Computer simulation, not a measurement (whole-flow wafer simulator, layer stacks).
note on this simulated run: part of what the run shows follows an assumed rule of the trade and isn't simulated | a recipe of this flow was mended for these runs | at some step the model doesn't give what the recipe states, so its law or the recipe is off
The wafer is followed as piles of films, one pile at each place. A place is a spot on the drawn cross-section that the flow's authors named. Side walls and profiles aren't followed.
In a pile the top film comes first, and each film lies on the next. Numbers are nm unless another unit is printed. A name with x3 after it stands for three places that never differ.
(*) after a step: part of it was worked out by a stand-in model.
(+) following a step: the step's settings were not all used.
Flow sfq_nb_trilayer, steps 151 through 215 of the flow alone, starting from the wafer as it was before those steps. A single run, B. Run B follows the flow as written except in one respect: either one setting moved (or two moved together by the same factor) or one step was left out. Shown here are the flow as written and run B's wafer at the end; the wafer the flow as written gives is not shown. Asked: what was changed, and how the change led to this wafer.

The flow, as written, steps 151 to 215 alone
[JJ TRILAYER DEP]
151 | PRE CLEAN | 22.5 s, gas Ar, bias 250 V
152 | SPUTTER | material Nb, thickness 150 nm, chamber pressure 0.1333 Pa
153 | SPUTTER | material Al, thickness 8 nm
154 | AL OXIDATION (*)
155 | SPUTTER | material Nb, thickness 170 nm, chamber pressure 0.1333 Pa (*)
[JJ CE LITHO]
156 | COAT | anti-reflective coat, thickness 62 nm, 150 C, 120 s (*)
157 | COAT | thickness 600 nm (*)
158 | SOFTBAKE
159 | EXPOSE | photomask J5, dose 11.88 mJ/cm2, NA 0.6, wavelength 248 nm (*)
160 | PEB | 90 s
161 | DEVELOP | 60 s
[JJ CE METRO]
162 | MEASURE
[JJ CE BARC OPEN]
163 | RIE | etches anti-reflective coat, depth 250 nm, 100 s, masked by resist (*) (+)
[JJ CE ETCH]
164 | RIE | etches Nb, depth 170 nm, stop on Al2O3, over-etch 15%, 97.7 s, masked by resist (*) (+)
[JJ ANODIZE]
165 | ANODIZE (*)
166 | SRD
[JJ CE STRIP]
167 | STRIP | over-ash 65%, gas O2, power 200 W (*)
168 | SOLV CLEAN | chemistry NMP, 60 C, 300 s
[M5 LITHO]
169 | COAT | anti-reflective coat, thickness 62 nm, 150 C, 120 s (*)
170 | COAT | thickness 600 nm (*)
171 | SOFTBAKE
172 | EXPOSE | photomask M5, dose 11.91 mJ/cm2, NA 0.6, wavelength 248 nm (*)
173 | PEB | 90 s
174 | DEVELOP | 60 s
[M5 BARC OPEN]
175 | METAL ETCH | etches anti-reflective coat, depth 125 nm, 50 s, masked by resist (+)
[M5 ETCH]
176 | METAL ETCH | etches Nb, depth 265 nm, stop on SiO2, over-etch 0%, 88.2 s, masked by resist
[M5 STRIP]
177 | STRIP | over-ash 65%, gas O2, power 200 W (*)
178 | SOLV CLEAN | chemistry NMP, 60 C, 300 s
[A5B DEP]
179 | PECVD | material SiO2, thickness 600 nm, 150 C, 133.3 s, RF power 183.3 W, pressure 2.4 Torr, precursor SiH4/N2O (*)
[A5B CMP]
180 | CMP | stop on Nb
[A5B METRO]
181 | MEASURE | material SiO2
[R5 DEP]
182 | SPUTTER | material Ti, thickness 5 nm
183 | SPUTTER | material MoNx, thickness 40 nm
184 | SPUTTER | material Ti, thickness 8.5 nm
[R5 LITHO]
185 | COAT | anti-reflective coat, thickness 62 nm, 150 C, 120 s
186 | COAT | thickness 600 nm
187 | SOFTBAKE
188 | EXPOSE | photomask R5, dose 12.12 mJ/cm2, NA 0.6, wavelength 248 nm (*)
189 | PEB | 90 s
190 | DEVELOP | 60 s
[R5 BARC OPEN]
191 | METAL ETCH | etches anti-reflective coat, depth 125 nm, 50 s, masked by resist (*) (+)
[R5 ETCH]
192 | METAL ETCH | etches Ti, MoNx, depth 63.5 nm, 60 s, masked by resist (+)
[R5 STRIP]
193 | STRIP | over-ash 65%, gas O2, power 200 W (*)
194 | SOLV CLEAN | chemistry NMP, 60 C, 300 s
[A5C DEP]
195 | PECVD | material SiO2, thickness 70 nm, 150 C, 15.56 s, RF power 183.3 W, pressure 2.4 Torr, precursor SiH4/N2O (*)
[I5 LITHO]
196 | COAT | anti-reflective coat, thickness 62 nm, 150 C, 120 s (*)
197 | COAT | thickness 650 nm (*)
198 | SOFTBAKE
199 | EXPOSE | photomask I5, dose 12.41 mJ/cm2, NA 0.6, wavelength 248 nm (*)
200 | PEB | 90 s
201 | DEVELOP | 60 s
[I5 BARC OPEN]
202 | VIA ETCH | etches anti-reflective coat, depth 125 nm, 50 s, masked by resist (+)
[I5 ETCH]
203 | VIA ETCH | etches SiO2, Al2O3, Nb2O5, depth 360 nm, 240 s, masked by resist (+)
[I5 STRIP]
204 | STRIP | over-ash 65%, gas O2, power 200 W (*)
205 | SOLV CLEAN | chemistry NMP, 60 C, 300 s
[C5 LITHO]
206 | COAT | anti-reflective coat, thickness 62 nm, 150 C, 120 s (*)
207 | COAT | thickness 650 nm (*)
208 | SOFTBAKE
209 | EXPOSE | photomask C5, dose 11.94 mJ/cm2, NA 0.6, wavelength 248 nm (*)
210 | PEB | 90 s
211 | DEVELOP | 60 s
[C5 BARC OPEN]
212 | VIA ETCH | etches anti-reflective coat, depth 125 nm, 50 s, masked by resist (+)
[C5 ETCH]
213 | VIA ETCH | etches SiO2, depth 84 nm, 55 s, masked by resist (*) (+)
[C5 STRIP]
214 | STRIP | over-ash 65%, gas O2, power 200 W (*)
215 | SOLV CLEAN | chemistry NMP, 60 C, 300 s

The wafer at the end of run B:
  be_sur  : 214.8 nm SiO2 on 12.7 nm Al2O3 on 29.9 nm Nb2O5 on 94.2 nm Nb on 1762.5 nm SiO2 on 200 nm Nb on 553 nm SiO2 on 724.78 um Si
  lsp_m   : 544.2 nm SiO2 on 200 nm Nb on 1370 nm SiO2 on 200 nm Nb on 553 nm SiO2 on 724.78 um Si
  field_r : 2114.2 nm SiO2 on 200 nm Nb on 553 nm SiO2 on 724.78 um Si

What caused this: step 152, SPUTTER: thickness 105 nm was run, whereas the flow has thickness 150 nm.

How this came from the change, step by step:
  152 | SPUTTER | material Nb, thickness 150 nm, chamber pressure 0.1333 Pa
      field_l, v_sur, via_sp and 100 more: +105 Nb (new film) (it would be, as written: +150 Nb (new film))
      via_wl, via_wr: +74.6 Nb (it would be, as written: +129.8 Nb)
      (as well as at 1 more place)
  155 | SPUTTER | material Nb, thickness 170 nm, chamber pressure 0.1333 Pa (*)
      via_w: +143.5 Nb (new film) (it would be, as written: +140.2 Nb (new film))
  156 | COAT | anti-reflective coat, thickness 62 nm, 150 C, 120 s (*)
      via_wl, via_wr: +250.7 anti-reflective coat (new film) (it would be, as written: +224.3 anti-reflective coat (new film))
      via_w: +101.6 anti-reflective coat (new film) (it would be, as written: +97.3 anti-reflective coat (new film))
  157 | COAT | thickness 600 nm (*)
      via_w: +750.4 KrF-resist-other-grade (new film) (it would be, as written: +766.6 KrF-resist-other-grade (new film))
  161 | DEVELOP | 60 s
      via_w: -748.8 KrF-resist-other-grade (all of it) (it would be, as written: -764.9 KrF-resist-other-grade (all of it))
  163 | RIE | etches anti-reflective coat, depth 250 nm, 100 s, masked by resist (*) (+)
      via_wl, via_wr: -250 anti-reflective coat (it would be, as written: -224.3 anti-reflective coat (all of it))
      via_w: -101.6 anti-reflective coat (all of it) (it would be, as written: -97.3 anti-reflective coat (all of it))
  164 | RIE | etches Nb, depth 170 nm, stop on Al2O3, over-etch 15%, 97.7 s, masked by resist (*) (+)
      via_wl, via_wr: -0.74 anti-reflective coat (all of it), -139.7 Nb (all of it), -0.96 Al2O3 (all of it) (it would be, as written: -139.9 Nb (all of it), -0.96 Al2O3 (all of it))
      via_w: -143.5 Nb (all of it), -0.96 Al2O3 (all of it) (it would be, as written: -140.2 Nb (all of it), -0.96 Al2O3 (all of it))
  169 | COAT | anti-reflective coat, thickness 62 nm, 150 C, 120 s (*)
      via_wl, via_wr: +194 anti-reflective coat (new film) (it would be, as written: +184 anti-reflective coat (new film))
      via_w: +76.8 anti-reflective coat (new film) (it would be, as written: +82.9 anti-reflective coat (new film))
  176 | METAL ETCH | etches Nb, depth 265 nm, stop on SiO2, over-etch 0%, 88.2 s, masked by resist
      field_l, res, r_end and 47 more: -12.6 Al2O3 (all of it), -29.9 Nb2O5 (all of it), -94.2 Nb (all of it), -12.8 SiO2 (it would be, as written: -12.6 Al2O3 (all of it), -29.9 Nb2O5 (all of it), -139.2 Nb (all of it), -8.33 SiO2)
      r_sur, wl_a_sl, wl_a_m6: -12.5 Al2O3 (all of it), -29.9 Nb2O5 (all of it), -94.2 Nb (all of it), -12.8 SiO2 (it would be, as written: -12.5 Al2O3 (all of it), -29.9 Nb2O5 (all of it), -139.2 Nb (all of it), -8.33 SiO2)
  177 | STRIP | over-ash 65%, gas O2, power 200 W (*)
      via_wl: -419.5 KrF-resist-other-grade (all of it), -194 anti-reflective coat (all of it) (it would be, as written: -418.2 KrF-resist-other-grade (all of it), -184 anti-reflective coat (all of it))
      via_w: -503.8 KrF-resist-other-grade (all of it), -76.8 anti-reflective coat (all of it) (it would be, as written: -509.5 KrF-resist-other-grade (all of it), -82.9 anti-reflective coat (all of it))
      (as well as at 1 more place)
  179 | PECVD | material SiO2, thickness 600 nm, 150 C, 133.3 s, RF power 183.3 W, pressure 2.4 Torr, precursor SiH4/N2O (*)
      via_wl, via_wr: +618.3 SiO2 (new film) (it would be, as written: +600 SiO2 (new film))
  180 | CMP | stop on Nb
      field_l, lsp_m, ln_m6 and 44 more: -303.8 SiO2 (it would be, as written: -263.3 SiO2)
      r_sur, res, r_end, moat, field_r, lsp_l: -303.8 SiO2 (it would be, as written: -256.4 SiO2)
      (as well as at 3 more places)
